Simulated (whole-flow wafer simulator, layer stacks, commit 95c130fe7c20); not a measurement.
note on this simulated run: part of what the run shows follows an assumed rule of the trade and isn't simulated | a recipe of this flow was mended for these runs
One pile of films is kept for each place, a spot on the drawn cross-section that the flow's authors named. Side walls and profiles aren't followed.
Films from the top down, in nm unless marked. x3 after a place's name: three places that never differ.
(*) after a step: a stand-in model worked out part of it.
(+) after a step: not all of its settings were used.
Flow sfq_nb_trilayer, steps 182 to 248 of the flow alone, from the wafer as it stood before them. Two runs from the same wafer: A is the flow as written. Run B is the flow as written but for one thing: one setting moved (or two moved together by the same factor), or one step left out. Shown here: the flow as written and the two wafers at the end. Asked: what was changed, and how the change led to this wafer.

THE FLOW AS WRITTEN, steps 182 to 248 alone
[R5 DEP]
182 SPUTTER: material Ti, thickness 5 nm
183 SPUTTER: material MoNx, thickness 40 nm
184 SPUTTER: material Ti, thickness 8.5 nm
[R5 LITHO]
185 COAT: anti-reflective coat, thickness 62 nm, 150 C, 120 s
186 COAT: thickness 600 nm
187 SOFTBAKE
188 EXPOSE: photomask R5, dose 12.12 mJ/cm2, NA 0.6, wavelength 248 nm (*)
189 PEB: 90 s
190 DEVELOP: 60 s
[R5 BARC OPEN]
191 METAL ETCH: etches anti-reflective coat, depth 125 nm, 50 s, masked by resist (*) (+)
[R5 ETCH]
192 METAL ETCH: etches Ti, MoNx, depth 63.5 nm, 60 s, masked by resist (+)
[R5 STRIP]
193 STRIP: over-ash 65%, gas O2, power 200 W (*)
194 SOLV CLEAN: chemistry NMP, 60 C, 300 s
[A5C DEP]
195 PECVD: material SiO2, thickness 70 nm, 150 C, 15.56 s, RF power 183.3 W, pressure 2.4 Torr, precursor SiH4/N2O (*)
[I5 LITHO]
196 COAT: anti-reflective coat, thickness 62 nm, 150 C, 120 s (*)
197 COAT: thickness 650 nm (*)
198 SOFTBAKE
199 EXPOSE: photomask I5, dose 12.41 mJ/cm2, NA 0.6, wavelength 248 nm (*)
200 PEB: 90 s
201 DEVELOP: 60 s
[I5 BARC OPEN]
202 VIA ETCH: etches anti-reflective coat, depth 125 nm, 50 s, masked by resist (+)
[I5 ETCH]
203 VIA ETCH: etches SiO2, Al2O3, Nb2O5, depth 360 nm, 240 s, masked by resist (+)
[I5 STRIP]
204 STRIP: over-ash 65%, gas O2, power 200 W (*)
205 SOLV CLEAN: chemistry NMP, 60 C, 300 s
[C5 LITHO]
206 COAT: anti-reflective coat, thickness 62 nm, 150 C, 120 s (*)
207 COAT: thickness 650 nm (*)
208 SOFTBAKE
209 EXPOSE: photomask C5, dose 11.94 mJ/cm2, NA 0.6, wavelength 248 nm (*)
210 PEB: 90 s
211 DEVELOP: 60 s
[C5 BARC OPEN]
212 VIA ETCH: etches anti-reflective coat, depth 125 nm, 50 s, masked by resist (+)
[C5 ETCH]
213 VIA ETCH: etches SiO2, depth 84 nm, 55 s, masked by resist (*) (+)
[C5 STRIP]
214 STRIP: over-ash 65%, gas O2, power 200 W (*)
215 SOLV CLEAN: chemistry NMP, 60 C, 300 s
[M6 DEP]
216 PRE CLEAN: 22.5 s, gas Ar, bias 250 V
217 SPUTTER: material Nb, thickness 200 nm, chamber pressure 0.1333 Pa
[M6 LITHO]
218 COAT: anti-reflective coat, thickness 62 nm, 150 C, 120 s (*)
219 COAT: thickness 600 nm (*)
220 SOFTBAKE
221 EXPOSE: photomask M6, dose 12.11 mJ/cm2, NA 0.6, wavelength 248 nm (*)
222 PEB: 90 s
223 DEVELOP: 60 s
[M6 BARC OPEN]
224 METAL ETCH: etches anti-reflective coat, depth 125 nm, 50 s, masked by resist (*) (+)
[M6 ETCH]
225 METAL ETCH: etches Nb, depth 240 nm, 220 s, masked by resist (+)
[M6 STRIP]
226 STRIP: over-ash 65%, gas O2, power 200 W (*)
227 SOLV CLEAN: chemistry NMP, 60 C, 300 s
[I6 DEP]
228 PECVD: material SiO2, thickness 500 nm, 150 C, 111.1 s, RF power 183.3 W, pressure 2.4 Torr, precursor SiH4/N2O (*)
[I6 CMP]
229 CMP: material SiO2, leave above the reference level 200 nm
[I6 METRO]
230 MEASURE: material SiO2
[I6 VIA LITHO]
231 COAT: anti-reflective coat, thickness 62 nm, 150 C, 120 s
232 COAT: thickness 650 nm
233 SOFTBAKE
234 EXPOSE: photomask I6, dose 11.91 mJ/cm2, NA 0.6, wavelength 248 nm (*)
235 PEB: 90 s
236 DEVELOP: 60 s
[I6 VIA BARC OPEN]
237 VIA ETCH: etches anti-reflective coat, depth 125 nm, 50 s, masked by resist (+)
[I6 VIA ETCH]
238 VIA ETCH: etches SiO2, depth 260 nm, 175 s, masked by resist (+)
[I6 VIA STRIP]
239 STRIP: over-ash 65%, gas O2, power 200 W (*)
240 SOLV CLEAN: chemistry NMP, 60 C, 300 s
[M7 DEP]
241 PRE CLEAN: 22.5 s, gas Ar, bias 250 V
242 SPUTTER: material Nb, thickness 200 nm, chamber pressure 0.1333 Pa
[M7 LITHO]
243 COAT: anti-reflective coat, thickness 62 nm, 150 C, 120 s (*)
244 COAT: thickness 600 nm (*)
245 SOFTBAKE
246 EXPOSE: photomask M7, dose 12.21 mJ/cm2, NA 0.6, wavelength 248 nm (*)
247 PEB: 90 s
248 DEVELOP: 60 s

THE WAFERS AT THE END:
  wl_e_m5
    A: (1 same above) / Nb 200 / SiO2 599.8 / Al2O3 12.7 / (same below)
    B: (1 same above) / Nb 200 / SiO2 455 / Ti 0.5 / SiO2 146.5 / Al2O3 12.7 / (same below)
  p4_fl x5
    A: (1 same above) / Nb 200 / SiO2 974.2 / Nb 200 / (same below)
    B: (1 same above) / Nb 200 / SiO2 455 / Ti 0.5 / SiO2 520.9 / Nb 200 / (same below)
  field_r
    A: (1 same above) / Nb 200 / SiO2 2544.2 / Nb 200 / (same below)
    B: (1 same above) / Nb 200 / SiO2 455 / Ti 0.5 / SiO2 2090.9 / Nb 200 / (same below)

The cause: step 183, SPUTTER: thickness 50.5 nm was run, where the flow has thickness 40 nm.

How the change led to this, step by step:
  183 SPUTTER: material MoNx, thickness 40 nm
      field_l, v_sur, via_wl and 103 more: A MoNx +40 (new film) | B MoNx +50.5 (new film)
  192 METAL ETCH: etches Ti, MoNx, depth 63.5 nm, 60 s, masked by resist (+)
      field_l, v_sur, via_wl and 92 more: A Ti -8.5 (all of it), MoNx -40 (all of it), Ti -5 (all of it), SiO2 -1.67 | B Ti -8.5 (all of it), MoNx -50.5 (all of it), Ti -4.5
      ce_l, c5j, ce_r, wl_jj: A Ti -8.5 (all of it), MoNx -40 (all of it), Ti -5 (all of it), Nb -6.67 | B Ti -8.5 (all of it), MoNx -50.5 (all of it), Ti -4.5
  195 PECVD: material SiO2, thickness 70 nm, 150 C, 15.56 s, RF power 183.3 W, pressure 2.4 Torr, precursor SiH4/N2O (*)
      field_l, v_sur, via_wl and 92 more: A SiO2 +70 | B SiO2 +70 (new film)
  196 COAT: anti-reflective coat, thickness 62 nm, 150 C, 120 s (*)
      r5r_line_l, r5r_line_c, r5r_line_r: A anti-reflective coat +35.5 (new film) | B anti-reflective coat +31.9 (new film)
      wl_j_sl, wl_j_sr: A anti-reflective coat +60.5 (new film) | B anti-reflective coat +62 (new film)
      (and at 9 more places)
  203 VIA ETCH: etches SiO2, Al2O3, Nb2O5, depth 360 nm, 240 s, masked by resist (+)
      be: A SiO2 -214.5 (all of it), Al2O3 -12.7 (all of it), Nb2O5 -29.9 (all of it), Nb -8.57 | B SiO2 -69.7 (all of it), Ti -0.5 (all of it), SiO2 -8.94
  204 STRIP: over-ash 65%, gas O2, power 200 W (*)
      r5r_line_l, r5r_line_c, r5r_line_r: A KrF-resist-other-grade -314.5 (all of it), anti-reflective coat -35.5 (all of it) | B KrF-resist-other-grade -314.3 (all of it), anti-reflective coat -31.9 (all of it)
      wl_j_sl, wl_j_sr: A KrF-resist-other-grade -316.4 (all of it), anti-reflective coat -60.5 (all of it) | B KrF-resist-other-grade -315.7 (all of it), anti-reflective coat -62 (all of it)
      (and at 9 more places)
  206 COAT: anti-reflective coat, thickness 62 nm, 150 C, 120 s (*)
      r5r_line_l, r5r_line_c, r5r_line_r: A anti-reflective coat +35.5 (new film) | B anti-reflective coat +31.9 (new film)
      wl_j_sl, wl_j_sr: A anti-reflective coat +60.5 (new film) | B anti-reflective coat +62 (new film)
      (and at 17 more places)
  207 COAT: thickness 650 nm (*)
      be: A KrF-resist-other-grade +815 (new film) | B KrF-resist-other-grade +675.2 (new film)
  212 VIA ETCH: etches anti-reflective coat, depth 125 nm, 50 s, masked by resist (+)
      c5j: A anti-reflective coat -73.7 (all of it), SiO2 -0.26 | B anti-reflective coat -68.7 (all of it), SiO2 -0.28
  214 STRIP: over-ash 65%, gas O2, power 200 W (*)
      r5r_line_l, r5r_line_c, r5r_line_r: A KrF-resist-other-grade -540 (all of it), anti-reflective coat -35.5 (all of it) | B KrF-resist-other-grade -539.8 (all of it), anti-reflective coat -31.9 (all of it)
      wl_j_sl, wl_j_sr: A KrF-resist-other-grade -541.9 (all of it), anti-reflective coat -60.5 (all of it) | B KrF-resist-other-grade -541.2 (all of it), anti-reflective coat -62 (all of it)
      (and at 16 more places)
  216 PRE CLEAN: 22.5 s, gas Ar, bias 250 V
      be: A Nb -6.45 | B SiO2 -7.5
  217 SPUTTER: material Nb, thickness 200 nm, chamber pressure 0.1333 Pa
      be: A Nb +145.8 | B Nb +190.4 (new film)
  218 COAT: anti-reflective coat, thickness 62 nm, 150 C, 120 s (*)
      r5r_line_l, r5r_line_c, r5r_line_r: A anti-reflective coat +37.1 (new film) | B anti-reflective coat +33.9 (new film)
      wl_j_sl, wl_j_sr: A anti-reflective coat +60.5 (new film) | B anti-reflective coat +62 (new film)
      (and at 19 more places)
  219 COAT: thickness 600 nm (*)
      via_v: A KrF-resist-other-grade +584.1 (new film) | B KrF-resist-other-grade +597.2 (new film)
      be: A KrF-resist-other-grade +795.2 (new film) | B KrF-resist-other-grade +624.1 (new film)
      (and at 1 more place)
  223 DEVELOP: 60 s
      gap: A KrF-resist-other-grade -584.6 (all of it) | B KrF-resist-other-grade -599.9 (all of it)
  224 METAL ETCH: etches anti-reflective coat, depth 125 nm, 50 s, masked by resist (*) (+)
      r5r_line_l, r5r_line_c, r5r_line_r: A anti-reflective coat -37.1 (all of it) | B anti-reflective coat -33.9 (all of it)
      r5r_spacepad_l, r5r_spacepad_r: A anti-reflective coat -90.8 (all of it) | B anti-reflective coat -95.7 (all of it)
      (and at 4 more places)
  ... 2 more steps ...
  229 CMP: material SiO2, leave above the reference level 200 nm
      r5r_line_l, r5r_spacepad_l, r5r_spacepad_r, r5r_line_c, r5r_line_r: A SiO2 -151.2 | B SiO2 -159.5
      be_r, r_sur, r_end: A SiO2 -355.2 | B SiO2 -363.5
      (and at 3 more places)
Counting metal films that touch as one body, wl_e_m5 has 8 bodies (between them, from the top down: SiO2 455; SiO2 146.5 / Al2O3 12.7 / Nb2O5 29.9; SiO2 192.5; SiO2 192.5; SiO2 192.5; SiO2 192.5; SiO2 192.5); the flow as written gives 7 bodies (between them, from the top down: SiO2 599.8 / Al2O3 12.7 / Nb2O5 29.9; SiO2 192.5; SiO2 192.5; SiO2 192.5; SiO2 192.5; SiO2 192.5).
Counting metal films that touch as one body, p4_fl x5 has 4 bodies (between them, from the top down: SiO2 455; SiO2 520.9; SiO2 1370); the flow as written gives 3 bodies (between them, from the top down: SiO2 974.2; SiO2 1370).
Counting metal films that touch as one body, field_r has 3 bodies (between them, from the top down: SiO2 455; SiO2 2090.9); the flow as written gives 2 bodies (between them, from the top down: SiO2 2544.2).
